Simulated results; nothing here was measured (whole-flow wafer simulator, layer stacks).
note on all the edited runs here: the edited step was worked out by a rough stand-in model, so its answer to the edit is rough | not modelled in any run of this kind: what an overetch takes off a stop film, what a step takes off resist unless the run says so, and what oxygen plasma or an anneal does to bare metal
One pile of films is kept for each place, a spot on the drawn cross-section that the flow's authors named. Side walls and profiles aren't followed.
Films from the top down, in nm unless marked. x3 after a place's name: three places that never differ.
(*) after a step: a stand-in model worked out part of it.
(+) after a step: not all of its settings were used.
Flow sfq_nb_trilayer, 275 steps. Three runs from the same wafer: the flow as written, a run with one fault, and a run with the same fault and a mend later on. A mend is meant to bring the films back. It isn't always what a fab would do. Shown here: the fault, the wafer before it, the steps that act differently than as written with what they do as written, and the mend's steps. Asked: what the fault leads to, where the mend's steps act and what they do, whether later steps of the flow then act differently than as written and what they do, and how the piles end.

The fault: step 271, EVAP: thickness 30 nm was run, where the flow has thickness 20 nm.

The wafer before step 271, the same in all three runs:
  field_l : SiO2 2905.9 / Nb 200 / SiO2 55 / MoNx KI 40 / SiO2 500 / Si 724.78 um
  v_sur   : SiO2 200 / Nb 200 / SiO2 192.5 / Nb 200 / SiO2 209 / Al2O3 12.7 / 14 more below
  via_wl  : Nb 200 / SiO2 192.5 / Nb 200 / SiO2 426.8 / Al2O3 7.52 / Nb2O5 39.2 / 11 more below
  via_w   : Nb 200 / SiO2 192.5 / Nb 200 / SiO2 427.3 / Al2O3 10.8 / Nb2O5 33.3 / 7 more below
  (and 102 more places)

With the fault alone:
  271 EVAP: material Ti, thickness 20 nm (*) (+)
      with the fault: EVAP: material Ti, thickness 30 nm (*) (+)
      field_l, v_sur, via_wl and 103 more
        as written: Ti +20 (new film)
        with the fault: Ti +30 (new film)
  Later steps of the flow that act differently than as written:
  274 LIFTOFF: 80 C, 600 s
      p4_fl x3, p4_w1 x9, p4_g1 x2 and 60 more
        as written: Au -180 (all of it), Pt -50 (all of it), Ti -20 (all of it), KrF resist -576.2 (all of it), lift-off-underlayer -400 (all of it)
        with the fault: Au -180 (all of it), Pt -50 (all of it), Ti -30 (all of it), KrF resist -576.2 (all of it), lift-off-underlayer -400 (all of it)
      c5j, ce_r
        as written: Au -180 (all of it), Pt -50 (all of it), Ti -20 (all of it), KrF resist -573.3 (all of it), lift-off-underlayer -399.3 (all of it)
        with the fault: Au -180 (all of it), Pt -50 (all of it), Ti -30 (all of it), KrF resist -573.3 (all of it), lift-off-underlayer -399.3 (all of it)
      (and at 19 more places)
  At the end the piles differ from the flow's by more than 2% or 0.5 nm, whichever is larger, at field_l, v_sur, via_wl and 8 more.
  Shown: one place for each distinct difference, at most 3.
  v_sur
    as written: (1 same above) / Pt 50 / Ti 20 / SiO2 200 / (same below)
    with the fault: (1 same above) / Pt 50 / Ti 30 / SiO2 200 / (same below)
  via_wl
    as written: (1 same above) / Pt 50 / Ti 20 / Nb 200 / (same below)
    with the fault: (1 same above) / Pt 50 / Ti 30 / Nb 200 / (same below)
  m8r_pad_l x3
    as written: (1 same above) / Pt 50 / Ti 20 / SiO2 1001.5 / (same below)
    with the fault: (1 same above) / Pt 50 / Ti 30 / SiO2 1001.5 / (same below)

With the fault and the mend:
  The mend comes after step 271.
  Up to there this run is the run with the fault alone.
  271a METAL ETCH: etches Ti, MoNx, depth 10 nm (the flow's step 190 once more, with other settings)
      field_l, v_sur, via_wl and 103 more
        Ti -10
  No later step of the flow acts differently than as written at any place that is followed.
  At the end the piles are the same as the flow's at every place that both follow.
